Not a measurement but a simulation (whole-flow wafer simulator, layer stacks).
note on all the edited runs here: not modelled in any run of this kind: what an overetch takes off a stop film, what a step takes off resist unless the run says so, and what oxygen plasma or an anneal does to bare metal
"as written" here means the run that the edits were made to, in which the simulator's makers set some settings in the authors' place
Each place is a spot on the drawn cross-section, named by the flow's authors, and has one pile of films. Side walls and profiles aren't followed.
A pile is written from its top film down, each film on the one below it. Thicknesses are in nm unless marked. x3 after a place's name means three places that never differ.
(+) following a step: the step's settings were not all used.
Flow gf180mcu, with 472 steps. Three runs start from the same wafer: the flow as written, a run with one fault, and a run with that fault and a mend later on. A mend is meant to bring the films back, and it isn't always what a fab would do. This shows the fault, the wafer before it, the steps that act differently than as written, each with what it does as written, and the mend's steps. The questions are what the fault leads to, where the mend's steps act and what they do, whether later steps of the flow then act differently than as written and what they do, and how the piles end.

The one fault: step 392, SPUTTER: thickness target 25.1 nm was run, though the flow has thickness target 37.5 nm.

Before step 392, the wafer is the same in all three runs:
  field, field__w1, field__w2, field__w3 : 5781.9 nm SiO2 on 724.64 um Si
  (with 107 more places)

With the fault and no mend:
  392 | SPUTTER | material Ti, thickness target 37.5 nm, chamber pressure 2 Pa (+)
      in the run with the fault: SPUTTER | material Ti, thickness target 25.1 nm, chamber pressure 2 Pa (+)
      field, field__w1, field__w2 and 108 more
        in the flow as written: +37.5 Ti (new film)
        in the run with the fault: +25.1 Ti (new film)
  Steps further on in the flow that do not act as written (1 more step, not shown, differs only slightly: by at most 2% or 0.5 nm, whichever is larger):
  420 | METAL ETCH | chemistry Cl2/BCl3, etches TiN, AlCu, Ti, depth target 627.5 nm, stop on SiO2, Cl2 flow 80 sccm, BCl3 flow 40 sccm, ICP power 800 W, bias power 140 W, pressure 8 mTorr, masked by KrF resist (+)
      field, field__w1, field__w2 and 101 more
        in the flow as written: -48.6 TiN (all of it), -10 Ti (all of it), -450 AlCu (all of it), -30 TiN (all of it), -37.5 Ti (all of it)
        in the run with the fault: -48.6 TiN (all of it), -10 Ti (all of it), -450 AlCu (all of it), -30 TiN (all of it), -25.1 Ti (all of it)
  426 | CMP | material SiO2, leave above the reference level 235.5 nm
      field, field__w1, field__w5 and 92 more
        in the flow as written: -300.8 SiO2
        in the run with the fault: -313.2 SiO2
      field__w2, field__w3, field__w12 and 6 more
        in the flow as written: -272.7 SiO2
        in the run with the fault: -285.6 SiO2
  By the end, the piles at field__w4, field__w8, contact, m1, m1__w1, mim, mim_1p0, m1_nw depart from the flow's by more than 2% or 0.5 nm, whichever is larger.
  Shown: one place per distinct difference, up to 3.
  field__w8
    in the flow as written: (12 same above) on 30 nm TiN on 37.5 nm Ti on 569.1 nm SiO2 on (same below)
    in the run with the fault: (12 same above) on 30 nm TiN on 25.1 nm Ti on 569.1 nm SiO2 on (same below)
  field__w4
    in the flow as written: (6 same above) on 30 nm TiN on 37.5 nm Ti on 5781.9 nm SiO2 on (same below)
    in the run with the fault: (6 same above) on 30 nm TiN on 25.1 nm Ti on 5781.9 nm SiO2 on (same below)
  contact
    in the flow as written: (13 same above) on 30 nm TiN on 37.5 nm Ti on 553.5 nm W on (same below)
    in the run with the fault: (13 same above) on 30 nm TiN on 25.1 nm Ti on 553.5 nm W on (same below)

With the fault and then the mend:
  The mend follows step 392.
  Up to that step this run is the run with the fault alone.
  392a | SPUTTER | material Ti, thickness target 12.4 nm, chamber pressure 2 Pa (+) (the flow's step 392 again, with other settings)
      field, field__w1, field__w2 and 108 more
        +12.4 Ti
  Every later step of the flow that is run acts as written at every place that is followed.
  At every place that both follow, the piles at the end match the flow's.
